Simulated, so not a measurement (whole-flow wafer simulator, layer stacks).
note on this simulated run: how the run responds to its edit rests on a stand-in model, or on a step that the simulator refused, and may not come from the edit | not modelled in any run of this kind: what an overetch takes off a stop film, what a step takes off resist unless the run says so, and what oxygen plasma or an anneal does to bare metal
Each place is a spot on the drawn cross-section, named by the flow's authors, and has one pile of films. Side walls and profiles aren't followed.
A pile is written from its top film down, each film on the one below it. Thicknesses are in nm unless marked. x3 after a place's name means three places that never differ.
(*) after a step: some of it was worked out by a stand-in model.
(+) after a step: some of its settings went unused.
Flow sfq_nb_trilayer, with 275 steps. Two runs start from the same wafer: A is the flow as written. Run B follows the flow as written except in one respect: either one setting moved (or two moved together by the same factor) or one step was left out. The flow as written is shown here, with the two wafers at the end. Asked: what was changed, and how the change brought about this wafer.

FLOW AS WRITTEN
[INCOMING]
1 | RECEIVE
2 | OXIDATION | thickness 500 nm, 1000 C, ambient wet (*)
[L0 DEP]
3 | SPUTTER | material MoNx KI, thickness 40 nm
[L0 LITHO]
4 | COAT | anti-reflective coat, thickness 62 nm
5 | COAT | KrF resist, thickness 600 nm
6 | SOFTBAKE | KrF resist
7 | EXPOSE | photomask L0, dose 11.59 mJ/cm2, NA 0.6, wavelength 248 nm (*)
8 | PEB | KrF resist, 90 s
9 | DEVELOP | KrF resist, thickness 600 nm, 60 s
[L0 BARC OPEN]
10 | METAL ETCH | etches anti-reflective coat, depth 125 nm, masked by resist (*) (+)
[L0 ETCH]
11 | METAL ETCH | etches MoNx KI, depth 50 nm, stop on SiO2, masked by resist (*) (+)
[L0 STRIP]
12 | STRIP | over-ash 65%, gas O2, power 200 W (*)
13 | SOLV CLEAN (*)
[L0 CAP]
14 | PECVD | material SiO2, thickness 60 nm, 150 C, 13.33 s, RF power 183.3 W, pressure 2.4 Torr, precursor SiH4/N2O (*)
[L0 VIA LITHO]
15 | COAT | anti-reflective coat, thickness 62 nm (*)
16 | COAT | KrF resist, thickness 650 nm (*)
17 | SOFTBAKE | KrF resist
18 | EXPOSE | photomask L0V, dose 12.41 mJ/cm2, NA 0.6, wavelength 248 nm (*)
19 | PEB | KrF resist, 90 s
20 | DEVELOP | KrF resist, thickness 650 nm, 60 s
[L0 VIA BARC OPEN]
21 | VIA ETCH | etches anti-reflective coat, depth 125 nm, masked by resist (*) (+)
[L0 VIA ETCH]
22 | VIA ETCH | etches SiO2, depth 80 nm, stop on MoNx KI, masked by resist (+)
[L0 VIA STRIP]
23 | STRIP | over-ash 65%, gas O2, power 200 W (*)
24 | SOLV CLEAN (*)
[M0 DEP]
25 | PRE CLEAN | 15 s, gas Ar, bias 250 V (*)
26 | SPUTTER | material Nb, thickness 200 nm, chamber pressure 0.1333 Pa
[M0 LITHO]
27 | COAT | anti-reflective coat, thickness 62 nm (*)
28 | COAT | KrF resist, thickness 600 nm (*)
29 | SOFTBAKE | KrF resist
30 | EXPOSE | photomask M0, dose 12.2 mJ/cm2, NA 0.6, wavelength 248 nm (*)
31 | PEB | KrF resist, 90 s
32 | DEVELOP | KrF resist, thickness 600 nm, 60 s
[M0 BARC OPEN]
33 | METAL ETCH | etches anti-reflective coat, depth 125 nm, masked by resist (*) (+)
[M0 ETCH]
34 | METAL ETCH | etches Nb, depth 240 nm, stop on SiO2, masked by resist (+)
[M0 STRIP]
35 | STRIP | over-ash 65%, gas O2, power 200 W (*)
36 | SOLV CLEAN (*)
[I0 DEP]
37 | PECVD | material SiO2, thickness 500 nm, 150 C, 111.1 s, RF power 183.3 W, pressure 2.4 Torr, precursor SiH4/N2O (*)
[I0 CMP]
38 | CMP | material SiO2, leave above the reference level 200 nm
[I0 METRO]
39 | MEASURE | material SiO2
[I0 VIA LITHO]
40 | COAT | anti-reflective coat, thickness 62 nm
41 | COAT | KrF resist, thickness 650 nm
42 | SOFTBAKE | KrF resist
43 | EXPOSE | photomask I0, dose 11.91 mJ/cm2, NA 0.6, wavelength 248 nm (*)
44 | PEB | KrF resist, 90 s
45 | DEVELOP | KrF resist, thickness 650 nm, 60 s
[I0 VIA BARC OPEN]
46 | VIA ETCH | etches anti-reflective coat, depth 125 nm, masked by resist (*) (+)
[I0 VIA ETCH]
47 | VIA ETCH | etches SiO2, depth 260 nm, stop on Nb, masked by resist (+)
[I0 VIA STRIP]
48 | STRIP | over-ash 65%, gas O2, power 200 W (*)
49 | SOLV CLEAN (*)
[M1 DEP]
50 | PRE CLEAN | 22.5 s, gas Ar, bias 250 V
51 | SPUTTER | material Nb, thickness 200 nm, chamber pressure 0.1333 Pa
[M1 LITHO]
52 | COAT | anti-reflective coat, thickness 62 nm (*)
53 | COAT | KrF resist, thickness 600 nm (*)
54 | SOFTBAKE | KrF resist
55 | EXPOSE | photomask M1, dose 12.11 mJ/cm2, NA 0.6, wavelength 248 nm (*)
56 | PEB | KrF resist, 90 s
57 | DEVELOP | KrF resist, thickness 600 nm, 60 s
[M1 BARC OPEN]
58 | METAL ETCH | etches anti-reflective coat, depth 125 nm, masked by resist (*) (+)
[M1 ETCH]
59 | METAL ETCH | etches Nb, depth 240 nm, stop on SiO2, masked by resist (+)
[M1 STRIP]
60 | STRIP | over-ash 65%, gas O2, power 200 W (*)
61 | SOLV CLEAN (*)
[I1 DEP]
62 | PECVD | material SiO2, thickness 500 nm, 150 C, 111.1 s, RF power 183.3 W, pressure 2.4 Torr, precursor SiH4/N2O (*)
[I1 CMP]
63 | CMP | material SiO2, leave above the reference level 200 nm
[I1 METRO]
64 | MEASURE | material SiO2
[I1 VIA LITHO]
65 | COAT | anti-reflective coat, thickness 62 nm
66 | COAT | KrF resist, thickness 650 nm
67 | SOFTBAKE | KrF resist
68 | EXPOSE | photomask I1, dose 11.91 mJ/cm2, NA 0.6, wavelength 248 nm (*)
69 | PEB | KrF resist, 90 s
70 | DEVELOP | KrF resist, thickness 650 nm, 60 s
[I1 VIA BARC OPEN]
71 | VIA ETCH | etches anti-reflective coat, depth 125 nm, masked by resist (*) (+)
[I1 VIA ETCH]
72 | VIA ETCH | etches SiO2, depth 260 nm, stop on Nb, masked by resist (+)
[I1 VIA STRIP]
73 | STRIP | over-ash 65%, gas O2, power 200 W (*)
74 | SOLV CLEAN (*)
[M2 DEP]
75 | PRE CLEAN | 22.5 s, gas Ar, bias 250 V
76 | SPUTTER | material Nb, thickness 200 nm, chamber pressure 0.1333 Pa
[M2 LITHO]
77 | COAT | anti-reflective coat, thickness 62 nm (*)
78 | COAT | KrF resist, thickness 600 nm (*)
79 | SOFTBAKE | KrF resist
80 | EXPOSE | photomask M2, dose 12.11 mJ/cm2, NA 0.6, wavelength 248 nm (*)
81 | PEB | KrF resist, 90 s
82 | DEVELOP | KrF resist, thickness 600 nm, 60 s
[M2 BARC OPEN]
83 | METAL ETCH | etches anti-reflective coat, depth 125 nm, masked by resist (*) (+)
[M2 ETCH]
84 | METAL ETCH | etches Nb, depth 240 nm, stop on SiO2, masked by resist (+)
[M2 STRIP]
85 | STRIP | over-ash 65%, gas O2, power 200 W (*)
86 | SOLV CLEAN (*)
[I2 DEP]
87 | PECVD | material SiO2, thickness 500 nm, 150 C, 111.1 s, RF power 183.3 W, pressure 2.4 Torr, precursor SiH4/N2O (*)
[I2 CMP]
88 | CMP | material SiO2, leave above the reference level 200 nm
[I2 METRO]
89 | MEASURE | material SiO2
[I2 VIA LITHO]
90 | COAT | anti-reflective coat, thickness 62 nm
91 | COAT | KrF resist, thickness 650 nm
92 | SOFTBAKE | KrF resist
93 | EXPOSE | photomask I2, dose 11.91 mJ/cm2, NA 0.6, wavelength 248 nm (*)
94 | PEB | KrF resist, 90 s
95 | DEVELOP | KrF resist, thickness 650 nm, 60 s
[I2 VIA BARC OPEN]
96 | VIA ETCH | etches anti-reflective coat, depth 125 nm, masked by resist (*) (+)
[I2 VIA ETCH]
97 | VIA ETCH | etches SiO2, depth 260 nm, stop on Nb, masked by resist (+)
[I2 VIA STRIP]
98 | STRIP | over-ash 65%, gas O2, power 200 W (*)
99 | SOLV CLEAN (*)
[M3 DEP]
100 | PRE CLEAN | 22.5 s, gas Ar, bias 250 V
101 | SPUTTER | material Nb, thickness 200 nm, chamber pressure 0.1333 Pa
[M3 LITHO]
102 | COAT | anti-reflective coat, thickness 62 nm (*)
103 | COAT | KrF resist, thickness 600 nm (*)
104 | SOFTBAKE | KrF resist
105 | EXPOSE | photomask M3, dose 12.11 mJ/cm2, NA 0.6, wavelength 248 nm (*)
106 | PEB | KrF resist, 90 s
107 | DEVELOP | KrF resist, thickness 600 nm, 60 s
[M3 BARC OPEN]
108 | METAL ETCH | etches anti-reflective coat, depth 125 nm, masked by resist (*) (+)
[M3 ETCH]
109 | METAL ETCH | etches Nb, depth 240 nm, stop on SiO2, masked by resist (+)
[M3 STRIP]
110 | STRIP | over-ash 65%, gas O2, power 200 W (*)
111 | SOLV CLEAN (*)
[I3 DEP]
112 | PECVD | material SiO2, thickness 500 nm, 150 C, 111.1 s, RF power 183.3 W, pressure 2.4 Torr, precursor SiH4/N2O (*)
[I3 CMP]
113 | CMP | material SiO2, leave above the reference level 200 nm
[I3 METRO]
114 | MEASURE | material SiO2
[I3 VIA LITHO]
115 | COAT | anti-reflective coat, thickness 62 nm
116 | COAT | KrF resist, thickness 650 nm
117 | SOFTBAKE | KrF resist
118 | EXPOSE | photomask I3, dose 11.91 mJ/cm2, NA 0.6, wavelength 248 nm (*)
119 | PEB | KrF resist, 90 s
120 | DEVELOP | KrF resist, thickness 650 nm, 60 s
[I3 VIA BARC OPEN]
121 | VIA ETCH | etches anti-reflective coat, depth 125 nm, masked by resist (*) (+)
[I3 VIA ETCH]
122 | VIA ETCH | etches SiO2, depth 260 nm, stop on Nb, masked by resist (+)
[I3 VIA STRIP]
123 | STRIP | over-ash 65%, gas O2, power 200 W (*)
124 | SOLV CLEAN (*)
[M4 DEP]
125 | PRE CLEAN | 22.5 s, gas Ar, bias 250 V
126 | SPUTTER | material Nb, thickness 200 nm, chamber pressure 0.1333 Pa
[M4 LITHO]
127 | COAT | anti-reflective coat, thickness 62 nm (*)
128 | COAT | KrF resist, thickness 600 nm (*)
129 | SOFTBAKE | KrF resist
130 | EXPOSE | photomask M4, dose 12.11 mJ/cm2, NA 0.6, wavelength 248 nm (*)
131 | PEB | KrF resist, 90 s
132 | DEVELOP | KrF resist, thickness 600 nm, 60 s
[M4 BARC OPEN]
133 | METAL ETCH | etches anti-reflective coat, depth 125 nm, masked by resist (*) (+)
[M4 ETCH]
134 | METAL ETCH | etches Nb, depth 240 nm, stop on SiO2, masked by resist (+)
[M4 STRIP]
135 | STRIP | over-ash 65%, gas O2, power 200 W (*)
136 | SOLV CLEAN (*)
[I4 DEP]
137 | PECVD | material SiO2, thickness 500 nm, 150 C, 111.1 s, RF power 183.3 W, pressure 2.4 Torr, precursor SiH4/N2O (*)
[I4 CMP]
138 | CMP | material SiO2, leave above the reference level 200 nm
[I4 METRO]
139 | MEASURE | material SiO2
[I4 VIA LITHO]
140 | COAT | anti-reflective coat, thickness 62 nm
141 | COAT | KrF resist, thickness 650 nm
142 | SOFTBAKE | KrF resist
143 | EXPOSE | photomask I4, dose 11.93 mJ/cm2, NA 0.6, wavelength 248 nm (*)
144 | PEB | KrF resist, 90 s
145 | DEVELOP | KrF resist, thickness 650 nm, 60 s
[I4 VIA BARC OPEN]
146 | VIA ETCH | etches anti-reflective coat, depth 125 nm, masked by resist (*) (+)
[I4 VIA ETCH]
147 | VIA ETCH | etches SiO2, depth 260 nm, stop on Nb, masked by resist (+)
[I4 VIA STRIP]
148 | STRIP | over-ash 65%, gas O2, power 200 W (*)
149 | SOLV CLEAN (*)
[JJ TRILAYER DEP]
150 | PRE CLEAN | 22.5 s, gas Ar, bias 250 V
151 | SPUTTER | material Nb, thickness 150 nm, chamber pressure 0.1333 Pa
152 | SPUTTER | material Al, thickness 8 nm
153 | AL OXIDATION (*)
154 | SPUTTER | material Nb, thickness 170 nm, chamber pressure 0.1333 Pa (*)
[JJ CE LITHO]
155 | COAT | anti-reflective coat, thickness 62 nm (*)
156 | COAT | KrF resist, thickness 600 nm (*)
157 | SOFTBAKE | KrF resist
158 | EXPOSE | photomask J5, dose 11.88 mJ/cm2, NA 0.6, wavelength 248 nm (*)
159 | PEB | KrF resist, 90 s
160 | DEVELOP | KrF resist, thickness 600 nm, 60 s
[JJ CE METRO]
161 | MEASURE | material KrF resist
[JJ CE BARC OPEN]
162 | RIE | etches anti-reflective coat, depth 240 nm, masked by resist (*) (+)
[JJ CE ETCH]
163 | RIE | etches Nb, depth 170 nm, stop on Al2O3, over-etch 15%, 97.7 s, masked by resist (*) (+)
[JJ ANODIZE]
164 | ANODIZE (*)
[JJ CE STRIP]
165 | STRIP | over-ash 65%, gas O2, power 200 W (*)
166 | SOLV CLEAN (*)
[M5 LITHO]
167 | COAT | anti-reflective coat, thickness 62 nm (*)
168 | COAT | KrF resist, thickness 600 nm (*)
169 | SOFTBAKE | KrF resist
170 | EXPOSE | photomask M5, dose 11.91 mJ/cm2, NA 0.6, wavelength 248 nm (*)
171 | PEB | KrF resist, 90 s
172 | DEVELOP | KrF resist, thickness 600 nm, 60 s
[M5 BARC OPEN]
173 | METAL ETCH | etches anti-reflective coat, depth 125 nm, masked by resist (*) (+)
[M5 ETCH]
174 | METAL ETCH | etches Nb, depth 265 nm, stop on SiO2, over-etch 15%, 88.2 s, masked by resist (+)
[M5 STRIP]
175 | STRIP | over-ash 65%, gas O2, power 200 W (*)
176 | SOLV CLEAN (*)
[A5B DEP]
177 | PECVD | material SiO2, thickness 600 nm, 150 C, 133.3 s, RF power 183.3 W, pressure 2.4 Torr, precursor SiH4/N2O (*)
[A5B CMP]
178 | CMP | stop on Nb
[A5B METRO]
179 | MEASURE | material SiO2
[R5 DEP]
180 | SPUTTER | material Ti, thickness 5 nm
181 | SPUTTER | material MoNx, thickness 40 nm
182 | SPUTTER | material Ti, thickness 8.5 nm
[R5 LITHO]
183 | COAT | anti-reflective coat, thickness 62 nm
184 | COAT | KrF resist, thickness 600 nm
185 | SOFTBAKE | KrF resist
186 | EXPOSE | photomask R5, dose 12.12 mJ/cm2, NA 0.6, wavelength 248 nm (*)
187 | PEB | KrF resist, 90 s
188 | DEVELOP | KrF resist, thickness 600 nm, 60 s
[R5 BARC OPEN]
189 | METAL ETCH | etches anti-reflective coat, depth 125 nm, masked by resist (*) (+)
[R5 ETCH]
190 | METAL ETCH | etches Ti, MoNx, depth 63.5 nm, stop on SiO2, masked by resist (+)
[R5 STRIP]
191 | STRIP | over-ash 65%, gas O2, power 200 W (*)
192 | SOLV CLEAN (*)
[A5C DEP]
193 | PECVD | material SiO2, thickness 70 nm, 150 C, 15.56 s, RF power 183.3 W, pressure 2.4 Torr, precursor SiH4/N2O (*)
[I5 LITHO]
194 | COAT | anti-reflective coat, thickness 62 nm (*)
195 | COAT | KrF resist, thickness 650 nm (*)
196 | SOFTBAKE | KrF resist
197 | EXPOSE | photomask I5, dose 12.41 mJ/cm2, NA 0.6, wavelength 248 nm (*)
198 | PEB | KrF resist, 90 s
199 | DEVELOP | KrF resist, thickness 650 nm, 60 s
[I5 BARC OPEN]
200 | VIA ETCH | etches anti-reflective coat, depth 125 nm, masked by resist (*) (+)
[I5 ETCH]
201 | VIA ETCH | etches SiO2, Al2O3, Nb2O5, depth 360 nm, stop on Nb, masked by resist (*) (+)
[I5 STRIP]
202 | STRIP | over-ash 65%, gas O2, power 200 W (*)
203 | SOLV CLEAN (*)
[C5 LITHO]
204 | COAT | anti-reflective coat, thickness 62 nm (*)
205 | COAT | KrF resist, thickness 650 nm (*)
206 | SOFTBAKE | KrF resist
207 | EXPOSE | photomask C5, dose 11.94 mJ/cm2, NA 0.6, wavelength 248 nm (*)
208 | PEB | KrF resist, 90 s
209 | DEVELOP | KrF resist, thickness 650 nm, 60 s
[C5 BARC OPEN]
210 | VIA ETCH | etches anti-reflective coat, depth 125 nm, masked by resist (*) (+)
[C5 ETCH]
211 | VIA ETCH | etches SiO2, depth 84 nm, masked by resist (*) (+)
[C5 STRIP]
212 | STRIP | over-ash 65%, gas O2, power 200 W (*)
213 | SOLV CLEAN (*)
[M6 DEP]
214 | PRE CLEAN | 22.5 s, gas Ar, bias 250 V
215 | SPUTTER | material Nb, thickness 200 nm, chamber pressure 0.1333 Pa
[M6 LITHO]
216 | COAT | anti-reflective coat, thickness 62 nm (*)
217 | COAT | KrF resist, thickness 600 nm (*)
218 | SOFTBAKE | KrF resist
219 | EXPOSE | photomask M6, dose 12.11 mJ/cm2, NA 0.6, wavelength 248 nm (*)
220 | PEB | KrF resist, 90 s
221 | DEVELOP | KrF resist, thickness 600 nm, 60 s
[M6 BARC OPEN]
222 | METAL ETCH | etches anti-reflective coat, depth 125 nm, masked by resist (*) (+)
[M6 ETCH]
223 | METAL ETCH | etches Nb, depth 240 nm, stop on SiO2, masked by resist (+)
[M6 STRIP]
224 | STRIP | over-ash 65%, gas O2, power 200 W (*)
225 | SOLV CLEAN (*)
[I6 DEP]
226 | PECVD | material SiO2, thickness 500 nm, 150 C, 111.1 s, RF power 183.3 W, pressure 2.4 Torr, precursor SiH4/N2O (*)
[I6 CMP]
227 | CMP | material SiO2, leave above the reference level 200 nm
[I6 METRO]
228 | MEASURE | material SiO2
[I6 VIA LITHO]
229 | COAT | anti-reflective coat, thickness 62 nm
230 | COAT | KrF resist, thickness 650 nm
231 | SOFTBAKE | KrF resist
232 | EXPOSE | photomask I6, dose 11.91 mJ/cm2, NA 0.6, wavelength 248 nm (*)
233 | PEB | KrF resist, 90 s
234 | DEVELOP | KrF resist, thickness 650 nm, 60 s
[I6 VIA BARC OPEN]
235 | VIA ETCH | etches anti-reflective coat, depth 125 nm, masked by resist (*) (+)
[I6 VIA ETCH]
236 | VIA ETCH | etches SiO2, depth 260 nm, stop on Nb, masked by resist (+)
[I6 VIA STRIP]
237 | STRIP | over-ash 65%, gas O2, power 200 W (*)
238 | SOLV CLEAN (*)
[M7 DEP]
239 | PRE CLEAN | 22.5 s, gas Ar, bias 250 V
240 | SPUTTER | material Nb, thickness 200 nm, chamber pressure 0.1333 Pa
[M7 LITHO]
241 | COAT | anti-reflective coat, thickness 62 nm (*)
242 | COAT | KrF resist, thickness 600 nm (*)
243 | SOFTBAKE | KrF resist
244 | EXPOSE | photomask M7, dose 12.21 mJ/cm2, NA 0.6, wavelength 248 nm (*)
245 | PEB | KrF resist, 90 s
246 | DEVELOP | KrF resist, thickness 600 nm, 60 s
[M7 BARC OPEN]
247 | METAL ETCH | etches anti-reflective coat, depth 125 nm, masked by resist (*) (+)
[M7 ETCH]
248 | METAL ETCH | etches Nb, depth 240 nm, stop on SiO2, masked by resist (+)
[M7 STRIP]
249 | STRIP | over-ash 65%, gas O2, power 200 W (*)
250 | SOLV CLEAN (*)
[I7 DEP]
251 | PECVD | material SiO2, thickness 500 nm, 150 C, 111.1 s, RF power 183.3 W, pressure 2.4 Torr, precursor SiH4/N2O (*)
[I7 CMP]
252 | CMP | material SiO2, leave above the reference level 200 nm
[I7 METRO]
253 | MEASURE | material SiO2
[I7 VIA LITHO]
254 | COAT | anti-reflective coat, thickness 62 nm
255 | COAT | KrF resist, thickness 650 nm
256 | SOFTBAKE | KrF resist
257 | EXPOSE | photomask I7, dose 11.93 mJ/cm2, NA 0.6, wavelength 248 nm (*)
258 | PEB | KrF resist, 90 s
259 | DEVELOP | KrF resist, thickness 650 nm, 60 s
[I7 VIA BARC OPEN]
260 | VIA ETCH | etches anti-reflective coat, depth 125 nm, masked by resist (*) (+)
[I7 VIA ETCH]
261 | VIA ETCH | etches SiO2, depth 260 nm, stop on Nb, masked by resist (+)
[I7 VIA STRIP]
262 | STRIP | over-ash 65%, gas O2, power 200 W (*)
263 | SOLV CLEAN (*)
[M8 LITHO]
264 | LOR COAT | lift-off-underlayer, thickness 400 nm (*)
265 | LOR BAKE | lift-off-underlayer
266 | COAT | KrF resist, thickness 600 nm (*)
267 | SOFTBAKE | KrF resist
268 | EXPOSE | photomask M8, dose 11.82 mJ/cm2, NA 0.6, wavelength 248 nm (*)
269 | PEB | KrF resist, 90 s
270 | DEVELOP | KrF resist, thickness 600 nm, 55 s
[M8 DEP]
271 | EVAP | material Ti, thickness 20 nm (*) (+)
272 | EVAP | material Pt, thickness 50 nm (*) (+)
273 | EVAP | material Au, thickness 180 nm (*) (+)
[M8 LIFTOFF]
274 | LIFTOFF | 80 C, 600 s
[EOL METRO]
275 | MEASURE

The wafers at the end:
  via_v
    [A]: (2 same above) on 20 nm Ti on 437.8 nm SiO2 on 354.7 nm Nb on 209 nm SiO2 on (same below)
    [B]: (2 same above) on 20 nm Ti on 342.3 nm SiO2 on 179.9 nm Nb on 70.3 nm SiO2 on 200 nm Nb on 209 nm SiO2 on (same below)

The reason: step 236, VIA ETCH: depth 122 nm was run, while the flow as written has depth 260 nm.

The path from the change to this, step by step:
  236 | VIA ETCH | etches SiO2, depth 260 nm, stop on Nb, masked by resist (+)
      via_v: A SiO2 loses 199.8 (all of it) | B SiO2 loses 122
      field_l, v_sur, via_wl and 102 more: A KrF resist loses 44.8 | B KrF resist loses 21
  237 | STRIP | over-ash 65%, gas O2, power 200 W (*)
      field_l, v_sur, via_wl and 102 more: A KrF resist loses 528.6 (all of it), anti-reflective coat loses 62 (all of it) | B KrF resist loses 552.4 (all of it), anti-reflective coat loses 62 (all of it)
  239 | PRE CLEAN | 22.5 s, gas Ar, bias 250 V
      via_v: A Nb loses 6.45 | B SiO2 loses 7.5
  240 | SPUTTER | material Nb, thickness 200 nm, chamber pressure 0.1333 Pa
      via_v: A Nb gains 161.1 | B Nb gains 179.9 (new film)
  241 | COAT | anti-reflective coat, thickness 62 nm (*)
      via_sp: A anti-reflective coat gains 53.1 (new film) | B anti-reflective coat gains 54.5 (new film)
      via_v: A anti-reflective coat gains 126 (new film) | B anti-reflective coat gains 107.8 (new film)
      (and at 1 other place as well)
  242 | COAT | KrF resist, thickness 600 nm (*)
      via_v: A KrF resist gains 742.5 (new film) | B KrF resist gains 677.9 (new film)
  249 | STRIP | over-ash 65%, gas O2, power 200 W (*)
      via_sp: A KrF resist loses 373.6 (all of it), anti-reflective coat loses 53.1 (all of it) | B KrF resist loses 379 (all of it), anti-reflective coat loses 54.5 (all of it)
      via_v: A KrF resist loses 524.5 (all of it), anti-reflective coat loses 126 (all of it) | B KrF resist loses 460.1 (all of it), anti-reflective coat loses 107.8 (all of it)
      (and at 1 other place as well)
  251 | PECVD | material SiO2, thickness 500 nm, 150 C, 111.1 s, RF power 183.3 W, pressure 2.4 Torr, precursor SiH4/N2O (*)
      via_v: A SiO2 gains 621 (new film) | B SiO2 gains 500 (new film)
  252 | CMP | material SiO2, leave above the reference level 200 nm
      via_v: A SiO2 loses 183.1 | B SiO2 loses 157.7
With metal films that touch counted as one body, via_v has 7 bodies (between them, from the top down: SiO2 342.3; SiO2 70.3; SiO2 209 / Al2O3 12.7 / Nb2O5 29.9; SiO2 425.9; SiO2 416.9; SiO2 192.5); the flow as written gives 6 bodies (between them, from the top down: SiO2 437.8; SiO2 209 / Al2O3 12.7 / Nb2O5 29.9; SiO2 425.9; SiO2 416.9; SiO2 192.5).
